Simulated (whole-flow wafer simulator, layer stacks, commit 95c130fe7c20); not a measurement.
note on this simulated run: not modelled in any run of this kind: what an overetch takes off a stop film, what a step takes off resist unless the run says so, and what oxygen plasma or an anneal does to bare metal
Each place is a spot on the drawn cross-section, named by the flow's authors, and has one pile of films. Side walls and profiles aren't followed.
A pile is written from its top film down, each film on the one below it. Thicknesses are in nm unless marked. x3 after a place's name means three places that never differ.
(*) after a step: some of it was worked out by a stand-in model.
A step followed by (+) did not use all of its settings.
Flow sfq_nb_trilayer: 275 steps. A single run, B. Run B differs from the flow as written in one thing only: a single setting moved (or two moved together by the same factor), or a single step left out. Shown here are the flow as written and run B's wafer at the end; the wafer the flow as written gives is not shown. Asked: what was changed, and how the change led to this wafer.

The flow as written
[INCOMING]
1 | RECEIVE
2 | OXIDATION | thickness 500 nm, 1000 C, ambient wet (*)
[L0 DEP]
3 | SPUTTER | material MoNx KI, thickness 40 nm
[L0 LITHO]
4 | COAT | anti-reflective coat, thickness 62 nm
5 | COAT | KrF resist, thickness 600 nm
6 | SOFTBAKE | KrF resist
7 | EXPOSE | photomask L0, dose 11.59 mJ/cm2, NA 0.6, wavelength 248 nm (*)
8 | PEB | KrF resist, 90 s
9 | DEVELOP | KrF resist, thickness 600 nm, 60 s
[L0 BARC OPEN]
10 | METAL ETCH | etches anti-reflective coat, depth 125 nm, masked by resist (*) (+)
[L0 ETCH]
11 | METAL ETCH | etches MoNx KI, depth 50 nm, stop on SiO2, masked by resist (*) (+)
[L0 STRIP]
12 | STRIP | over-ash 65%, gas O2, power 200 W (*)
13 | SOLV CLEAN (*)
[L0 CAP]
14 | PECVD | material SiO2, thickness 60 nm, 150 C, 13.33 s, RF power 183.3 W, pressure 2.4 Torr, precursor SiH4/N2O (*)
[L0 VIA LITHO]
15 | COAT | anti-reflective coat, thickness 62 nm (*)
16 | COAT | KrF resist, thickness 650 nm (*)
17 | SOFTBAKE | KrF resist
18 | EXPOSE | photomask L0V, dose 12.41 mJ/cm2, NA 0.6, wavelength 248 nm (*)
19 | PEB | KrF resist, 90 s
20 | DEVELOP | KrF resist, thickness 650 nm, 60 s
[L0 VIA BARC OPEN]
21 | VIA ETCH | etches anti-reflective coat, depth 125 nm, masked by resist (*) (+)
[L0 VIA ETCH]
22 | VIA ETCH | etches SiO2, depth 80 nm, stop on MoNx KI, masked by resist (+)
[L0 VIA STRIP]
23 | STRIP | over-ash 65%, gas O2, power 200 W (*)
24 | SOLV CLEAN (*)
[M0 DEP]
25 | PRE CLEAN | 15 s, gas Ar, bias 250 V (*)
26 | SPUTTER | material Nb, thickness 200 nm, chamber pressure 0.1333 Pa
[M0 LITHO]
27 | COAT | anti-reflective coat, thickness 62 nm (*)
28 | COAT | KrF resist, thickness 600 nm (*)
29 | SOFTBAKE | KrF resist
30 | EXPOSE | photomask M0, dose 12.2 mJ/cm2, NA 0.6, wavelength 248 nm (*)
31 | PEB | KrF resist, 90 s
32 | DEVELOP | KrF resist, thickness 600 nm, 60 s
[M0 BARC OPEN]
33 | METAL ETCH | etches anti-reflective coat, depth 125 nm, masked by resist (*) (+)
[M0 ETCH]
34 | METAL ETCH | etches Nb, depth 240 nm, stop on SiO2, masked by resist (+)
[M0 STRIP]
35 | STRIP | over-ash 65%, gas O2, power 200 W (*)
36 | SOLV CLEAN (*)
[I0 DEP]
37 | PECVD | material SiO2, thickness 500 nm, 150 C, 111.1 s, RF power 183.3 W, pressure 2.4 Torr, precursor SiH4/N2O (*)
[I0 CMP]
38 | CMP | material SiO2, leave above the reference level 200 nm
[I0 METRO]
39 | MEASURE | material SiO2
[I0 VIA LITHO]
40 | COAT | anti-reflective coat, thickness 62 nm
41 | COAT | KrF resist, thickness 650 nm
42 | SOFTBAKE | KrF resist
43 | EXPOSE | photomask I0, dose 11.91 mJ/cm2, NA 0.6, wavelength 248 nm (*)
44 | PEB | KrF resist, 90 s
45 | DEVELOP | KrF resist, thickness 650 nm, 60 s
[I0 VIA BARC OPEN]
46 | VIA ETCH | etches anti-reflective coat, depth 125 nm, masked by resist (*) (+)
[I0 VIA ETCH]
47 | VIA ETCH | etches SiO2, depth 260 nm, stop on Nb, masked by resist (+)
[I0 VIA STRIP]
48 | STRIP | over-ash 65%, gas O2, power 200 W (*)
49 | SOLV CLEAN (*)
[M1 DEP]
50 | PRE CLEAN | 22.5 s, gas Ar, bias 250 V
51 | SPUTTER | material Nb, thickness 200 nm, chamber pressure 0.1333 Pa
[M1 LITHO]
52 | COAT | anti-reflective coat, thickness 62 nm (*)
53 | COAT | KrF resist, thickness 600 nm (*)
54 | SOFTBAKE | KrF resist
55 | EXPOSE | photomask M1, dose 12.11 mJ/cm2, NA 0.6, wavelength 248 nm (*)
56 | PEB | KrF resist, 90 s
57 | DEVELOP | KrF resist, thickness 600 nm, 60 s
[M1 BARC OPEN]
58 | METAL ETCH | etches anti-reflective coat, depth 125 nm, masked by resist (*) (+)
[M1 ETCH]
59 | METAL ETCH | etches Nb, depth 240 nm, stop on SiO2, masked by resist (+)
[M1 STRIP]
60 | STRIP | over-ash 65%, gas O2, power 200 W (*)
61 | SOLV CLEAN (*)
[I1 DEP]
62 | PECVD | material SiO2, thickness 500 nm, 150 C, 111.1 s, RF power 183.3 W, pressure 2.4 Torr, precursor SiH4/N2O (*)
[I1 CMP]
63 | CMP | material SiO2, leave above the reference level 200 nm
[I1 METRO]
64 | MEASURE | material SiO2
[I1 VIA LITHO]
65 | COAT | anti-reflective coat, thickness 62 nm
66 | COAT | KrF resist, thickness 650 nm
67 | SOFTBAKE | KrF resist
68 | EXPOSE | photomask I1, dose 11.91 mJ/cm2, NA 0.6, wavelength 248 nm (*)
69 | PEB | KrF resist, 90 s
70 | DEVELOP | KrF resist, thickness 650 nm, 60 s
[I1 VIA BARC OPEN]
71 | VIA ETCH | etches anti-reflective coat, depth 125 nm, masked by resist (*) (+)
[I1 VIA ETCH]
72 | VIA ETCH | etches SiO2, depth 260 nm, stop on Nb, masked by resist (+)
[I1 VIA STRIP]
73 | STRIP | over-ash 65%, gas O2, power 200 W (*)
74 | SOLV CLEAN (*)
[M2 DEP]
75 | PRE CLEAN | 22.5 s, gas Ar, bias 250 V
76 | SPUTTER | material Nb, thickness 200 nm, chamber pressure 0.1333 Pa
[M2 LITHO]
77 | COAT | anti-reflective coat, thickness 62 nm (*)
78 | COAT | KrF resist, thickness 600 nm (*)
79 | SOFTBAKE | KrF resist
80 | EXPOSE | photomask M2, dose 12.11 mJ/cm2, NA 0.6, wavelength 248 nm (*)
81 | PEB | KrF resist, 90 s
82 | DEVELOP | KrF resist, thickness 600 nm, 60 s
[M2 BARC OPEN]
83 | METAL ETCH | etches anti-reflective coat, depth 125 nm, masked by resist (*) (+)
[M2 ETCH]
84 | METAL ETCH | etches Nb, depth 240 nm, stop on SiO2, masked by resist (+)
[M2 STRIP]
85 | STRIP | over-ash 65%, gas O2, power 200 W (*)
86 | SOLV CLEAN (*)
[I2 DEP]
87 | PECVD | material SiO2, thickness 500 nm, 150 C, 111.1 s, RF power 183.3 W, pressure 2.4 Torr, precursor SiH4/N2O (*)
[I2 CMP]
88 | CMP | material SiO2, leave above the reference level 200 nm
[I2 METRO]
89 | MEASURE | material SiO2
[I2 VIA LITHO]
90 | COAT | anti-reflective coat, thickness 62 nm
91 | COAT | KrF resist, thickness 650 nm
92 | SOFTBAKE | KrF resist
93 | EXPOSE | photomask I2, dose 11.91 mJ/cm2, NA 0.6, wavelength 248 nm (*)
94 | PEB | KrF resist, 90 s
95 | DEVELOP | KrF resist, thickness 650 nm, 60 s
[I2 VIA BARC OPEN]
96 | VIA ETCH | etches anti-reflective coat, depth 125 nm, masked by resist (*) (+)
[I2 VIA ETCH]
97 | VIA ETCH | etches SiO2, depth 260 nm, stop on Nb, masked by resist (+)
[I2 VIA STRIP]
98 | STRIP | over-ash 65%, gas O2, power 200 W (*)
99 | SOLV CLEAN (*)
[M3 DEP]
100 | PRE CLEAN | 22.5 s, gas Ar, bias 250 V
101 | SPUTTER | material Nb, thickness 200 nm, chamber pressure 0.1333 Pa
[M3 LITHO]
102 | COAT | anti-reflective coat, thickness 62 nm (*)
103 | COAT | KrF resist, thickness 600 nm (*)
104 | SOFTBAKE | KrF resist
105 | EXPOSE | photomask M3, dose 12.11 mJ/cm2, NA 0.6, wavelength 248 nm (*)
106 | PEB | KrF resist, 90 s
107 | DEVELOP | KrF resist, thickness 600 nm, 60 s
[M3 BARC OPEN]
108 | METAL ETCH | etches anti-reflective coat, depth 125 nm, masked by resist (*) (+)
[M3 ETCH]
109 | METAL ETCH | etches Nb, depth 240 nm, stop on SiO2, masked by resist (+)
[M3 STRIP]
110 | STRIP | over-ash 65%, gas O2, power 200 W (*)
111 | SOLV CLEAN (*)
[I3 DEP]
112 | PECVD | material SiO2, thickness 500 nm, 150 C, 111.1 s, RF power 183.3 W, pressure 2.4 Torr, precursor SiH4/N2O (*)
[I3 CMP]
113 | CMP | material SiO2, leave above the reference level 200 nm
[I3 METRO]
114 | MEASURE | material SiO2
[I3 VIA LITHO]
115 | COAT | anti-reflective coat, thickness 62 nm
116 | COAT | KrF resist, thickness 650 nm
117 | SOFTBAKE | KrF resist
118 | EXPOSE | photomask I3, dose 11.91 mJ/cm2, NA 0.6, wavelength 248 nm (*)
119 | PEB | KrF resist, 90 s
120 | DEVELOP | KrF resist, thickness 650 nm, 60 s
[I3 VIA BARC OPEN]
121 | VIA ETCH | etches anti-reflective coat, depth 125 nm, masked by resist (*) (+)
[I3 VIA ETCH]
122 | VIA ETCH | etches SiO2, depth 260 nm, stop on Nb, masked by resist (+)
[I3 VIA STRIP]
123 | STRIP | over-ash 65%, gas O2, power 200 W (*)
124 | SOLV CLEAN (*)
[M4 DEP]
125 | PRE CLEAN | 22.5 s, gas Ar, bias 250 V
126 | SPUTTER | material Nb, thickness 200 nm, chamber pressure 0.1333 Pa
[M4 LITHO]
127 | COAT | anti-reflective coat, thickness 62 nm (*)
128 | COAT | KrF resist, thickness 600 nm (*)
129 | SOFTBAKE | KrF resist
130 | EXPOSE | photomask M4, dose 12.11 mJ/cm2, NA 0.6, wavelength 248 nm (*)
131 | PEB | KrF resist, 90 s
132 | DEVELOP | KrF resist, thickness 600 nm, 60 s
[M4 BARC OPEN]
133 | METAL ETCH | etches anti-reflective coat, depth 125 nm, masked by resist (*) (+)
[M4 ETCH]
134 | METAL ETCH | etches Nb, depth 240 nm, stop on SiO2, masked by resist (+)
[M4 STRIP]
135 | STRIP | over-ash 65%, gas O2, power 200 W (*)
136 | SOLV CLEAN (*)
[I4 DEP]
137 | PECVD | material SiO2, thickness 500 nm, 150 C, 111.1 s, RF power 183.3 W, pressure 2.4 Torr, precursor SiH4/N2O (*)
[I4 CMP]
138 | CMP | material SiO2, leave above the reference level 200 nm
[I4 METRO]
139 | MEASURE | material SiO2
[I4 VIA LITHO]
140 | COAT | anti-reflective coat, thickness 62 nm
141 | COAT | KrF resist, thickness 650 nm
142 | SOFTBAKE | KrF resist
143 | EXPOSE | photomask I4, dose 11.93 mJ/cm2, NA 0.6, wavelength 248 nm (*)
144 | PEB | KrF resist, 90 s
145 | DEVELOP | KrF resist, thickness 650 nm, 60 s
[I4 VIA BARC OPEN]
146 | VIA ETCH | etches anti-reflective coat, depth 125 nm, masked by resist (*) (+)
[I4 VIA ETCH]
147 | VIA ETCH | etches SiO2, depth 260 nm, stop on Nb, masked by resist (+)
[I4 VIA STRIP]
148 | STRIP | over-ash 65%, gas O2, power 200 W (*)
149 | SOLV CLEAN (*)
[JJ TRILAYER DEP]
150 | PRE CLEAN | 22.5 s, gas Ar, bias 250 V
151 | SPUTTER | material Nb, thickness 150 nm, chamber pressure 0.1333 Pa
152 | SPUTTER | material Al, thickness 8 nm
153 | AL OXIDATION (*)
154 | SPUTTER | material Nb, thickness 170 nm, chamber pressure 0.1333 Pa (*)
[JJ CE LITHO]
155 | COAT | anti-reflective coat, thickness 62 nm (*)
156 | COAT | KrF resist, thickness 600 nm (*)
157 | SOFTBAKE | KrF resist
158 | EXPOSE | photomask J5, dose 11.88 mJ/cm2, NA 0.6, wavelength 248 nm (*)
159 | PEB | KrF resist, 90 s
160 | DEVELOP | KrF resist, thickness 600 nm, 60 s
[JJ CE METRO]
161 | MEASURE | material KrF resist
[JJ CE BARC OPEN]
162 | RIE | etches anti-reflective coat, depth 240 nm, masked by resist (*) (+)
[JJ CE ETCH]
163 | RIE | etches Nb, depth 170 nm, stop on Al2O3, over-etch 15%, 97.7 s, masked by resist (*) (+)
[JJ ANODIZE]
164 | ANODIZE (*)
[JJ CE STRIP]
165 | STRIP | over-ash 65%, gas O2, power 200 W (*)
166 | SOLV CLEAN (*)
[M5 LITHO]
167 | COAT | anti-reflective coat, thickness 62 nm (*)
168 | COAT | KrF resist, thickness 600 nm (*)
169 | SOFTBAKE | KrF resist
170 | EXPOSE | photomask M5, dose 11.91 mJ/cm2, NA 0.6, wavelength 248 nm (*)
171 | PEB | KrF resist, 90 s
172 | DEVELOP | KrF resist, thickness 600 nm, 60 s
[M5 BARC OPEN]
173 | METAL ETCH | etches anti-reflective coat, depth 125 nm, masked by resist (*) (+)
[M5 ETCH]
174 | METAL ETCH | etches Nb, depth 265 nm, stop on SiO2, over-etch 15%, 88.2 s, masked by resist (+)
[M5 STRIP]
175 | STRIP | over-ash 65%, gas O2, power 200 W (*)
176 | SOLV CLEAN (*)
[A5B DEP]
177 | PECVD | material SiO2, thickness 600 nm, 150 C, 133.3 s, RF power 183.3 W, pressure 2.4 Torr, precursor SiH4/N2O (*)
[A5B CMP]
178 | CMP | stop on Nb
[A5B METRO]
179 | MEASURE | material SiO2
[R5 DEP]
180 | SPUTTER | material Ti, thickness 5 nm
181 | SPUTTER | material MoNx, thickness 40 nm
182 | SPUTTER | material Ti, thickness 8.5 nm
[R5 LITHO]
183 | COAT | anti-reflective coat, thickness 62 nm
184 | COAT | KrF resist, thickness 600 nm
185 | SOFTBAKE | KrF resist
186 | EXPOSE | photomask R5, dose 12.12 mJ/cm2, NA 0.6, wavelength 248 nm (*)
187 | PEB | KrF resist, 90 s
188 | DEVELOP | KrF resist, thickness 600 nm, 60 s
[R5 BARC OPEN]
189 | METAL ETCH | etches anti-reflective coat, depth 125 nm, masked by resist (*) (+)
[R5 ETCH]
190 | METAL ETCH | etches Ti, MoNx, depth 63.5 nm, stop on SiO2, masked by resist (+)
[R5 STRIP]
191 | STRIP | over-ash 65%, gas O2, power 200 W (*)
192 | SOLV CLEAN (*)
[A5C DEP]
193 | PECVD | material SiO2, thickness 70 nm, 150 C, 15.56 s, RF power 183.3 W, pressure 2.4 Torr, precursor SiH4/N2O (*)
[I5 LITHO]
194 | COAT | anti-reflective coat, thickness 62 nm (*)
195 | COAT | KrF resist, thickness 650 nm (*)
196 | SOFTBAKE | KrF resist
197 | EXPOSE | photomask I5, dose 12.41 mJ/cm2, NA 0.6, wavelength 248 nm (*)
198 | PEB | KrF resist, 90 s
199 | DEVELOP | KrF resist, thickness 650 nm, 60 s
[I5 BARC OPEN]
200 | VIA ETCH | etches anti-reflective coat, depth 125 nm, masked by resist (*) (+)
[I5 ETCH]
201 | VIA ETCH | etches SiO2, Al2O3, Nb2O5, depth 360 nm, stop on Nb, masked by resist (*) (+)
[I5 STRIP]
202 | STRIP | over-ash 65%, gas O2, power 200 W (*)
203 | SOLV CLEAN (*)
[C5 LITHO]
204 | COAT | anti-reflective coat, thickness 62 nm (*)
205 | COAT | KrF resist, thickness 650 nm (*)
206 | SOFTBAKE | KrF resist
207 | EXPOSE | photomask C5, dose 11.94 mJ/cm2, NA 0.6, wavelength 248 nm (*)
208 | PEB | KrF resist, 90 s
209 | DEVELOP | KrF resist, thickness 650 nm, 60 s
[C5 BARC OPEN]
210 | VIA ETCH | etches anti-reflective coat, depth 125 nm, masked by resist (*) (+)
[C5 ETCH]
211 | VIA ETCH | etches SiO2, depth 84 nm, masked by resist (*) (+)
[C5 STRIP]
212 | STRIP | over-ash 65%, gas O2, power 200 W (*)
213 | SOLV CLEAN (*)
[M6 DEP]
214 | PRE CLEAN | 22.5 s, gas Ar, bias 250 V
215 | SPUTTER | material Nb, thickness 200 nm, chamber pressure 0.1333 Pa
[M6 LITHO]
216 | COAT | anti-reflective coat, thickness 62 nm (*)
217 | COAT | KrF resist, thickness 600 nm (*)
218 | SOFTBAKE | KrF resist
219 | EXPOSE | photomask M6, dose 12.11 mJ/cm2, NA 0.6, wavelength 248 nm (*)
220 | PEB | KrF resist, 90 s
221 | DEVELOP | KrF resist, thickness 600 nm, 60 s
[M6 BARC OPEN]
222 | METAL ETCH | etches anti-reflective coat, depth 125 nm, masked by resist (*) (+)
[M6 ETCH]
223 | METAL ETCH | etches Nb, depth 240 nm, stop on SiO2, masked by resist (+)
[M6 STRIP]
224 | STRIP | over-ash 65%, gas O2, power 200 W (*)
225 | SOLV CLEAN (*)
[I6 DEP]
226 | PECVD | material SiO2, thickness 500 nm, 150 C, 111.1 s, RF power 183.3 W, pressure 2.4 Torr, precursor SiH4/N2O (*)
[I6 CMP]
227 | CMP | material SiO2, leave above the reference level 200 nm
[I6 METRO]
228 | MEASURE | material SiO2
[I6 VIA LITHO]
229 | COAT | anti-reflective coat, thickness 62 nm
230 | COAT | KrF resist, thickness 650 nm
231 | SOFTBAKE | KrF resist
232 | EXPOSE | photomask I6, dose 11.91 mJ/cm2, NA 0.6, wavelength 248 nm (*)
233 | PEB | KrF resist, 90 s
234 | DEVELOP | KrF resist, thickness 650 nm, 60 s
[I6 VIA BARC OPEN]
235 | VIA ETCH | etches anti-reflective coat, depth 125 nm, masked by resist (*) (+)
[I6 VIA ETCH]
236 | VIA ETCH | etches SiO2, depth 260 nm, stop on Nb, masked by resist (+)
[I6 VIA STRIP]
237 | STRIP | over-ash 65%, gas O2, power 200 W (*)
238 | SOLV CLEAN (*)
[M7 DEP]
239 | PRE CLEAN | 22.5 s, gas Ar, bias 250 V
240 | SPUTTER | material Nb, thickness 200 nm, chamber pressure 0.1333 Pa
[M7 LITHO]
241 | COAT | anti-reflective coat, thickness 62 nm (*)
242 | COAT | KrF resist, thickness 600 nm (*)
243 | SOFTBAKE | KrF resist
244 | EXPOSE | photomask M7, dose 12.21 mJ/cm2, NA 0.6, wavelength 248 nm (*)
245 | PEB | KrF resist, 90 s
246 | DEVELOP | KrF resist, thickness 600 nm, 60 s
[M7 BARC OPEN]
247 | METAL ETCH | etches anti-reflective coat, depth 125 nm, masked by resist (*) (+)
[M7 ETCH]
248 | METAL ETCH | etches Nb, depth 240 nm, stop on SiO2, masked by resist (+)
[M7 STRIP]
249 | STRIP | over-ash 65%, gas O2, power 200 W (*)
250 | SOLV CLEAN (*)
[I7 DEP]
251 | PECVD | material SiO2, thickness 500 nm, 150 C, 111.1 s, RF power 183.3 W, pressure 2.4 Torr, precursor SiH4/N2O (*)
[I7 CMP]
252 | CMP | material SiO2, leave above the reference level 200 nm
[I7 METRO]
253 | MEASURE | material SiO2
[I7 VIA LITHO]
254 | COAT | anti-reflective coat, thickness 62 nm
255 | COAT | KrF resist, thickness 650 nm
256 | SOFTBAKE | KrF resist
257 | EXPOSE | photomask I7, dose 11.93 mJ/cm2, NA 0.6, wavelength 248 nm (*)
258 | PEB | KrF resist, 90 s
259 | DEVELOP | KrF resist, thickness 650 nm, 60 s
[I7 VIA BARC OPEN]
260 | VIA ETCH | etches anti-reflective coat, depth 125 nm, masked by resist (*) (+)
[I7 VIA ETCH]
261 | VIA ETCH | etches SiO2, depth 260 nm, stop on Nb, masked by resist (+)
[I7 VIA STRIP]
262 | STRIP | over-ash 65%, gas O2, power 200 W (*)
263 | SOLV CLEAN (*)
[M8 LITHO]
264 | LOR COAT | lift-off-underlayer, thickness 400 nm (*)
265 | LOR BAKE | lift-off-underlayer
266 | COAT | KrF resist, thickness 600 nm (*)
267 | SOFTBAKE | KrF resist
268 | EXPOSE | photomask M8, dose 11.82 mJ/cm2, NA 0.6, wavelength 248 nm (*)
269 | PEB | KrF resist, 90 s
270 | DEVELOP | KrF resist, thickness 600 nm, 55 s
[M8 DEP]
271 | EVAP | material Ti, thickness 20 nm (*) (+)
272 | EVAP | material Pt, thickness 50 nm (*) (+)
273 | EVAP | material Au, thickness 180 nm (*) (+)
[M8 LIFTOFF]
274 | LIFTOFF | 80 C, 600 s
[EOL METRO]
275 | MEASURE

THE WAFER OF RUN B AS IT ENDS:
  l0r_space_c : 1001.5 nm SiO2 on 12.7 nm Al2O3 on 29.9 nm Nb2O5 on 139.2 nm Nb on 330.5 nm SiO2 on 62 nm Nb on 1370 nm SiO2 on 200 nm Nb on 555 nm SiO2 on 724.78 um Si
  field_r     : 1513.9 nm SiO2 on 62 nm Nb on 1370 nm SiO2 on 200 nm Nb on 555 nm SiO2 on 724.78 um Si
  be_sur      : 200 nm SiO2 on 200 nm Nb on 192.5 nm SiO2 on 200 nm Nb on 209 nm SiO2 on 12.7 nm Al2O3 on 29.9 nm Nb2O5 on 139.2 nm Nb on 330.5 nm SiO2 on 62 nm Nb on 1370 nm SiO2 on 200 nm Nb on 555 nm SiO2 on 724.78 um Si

What caused this: step 134, METAL ETCH: depth 138 nm was run, while the flow as written has depth 240 nm.

The path from the change to this, step by step:
  134 | METAL ETCH | etches Nb, depth 240 nm, stop on SiO2, masked by resist (+)
      field_l, be, be_sur and 64 more: -138 Nb (it would be, as written: -200 Nb (all of it))
      v_sur, via_wl, via_w and 36 more: -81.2 KrF resist (it would be, as written: -141.2 KrF resist)
  135 | STRIP | over-ash 65%, gas O2, power 200 W (*)
      p4_fl, p4_fm, p4_w1 and 26 more: -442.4 KrF resist (all of it), -62 anti-reflective coat (all of it) (it would be, as written: -382.4 KrF resist (all of it), -62 anti-reflective coat (all of it))
      ln_m5, lsp_m, ln_m6: -441.9 KrF resist (all of it), -61.8 anti-reflective coat (all of it) (it would be, as written: -381.9 KrF resist (all of it), -61.8 anti-reflective coat (all of it))
      (as well as at 7 more places)
  137 | PECVD | material SiO2, thickness 500 nm, 150 C, 111.1 s, RF power 183.3 W, pressure 2.4 Torr, precursor SiH4/N2O (*)
      field_l, be, be_sur and 55 more: +500 SiO2 (new film) (it would be, as written: +500 SiO2)
      p3_s0, p3_s1, p3_s2, p3_s3, p3_s4, p3_s5: +500 SiO2 (new film) (it would be, as written: +557.1 SiO2)
      (as well as at 3 more places)
  138 | CMP | material SiO2, leave above the reference level 200 nm
      field_l, be, be_sur and 55 more: -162 SiO2 (it would be, as written: -100 SiO2)
      p3_s0, p3_s1, p3_s2, p3_s3, p3_s4, p3_s5: -162 SiO2 (it would be, as written: -157.1 SiO2)
      (as well as at 3 more places)
With metal films that touch counted as one body, l0r_space_c has 3 bodies (between them, from the top down: SiO2 330.5; SiO2 1370); the flow as written gives 2 bodies (between them, from the top down: SiO2 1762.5).
With metal films that touch counted as one body, field_r has 2 bodies (between them, from the top down: SiO2 1370); the flow as written gives 1 body.
With metal films that touch counted as one body, be_sur has 5 bodies (between them, from the top down: SiO2 192.5; SiO2 209 / Al2O3 12.7 / Nb2O5 29.9; SiO2 330.5; SiO2 1370); the flow as written gives 4 bodies (between them, from the top down: SiO2 192.5; SiO2 209 / Al2O3 12.7 / Nb2O5 29.9; SiO2 1762.5).
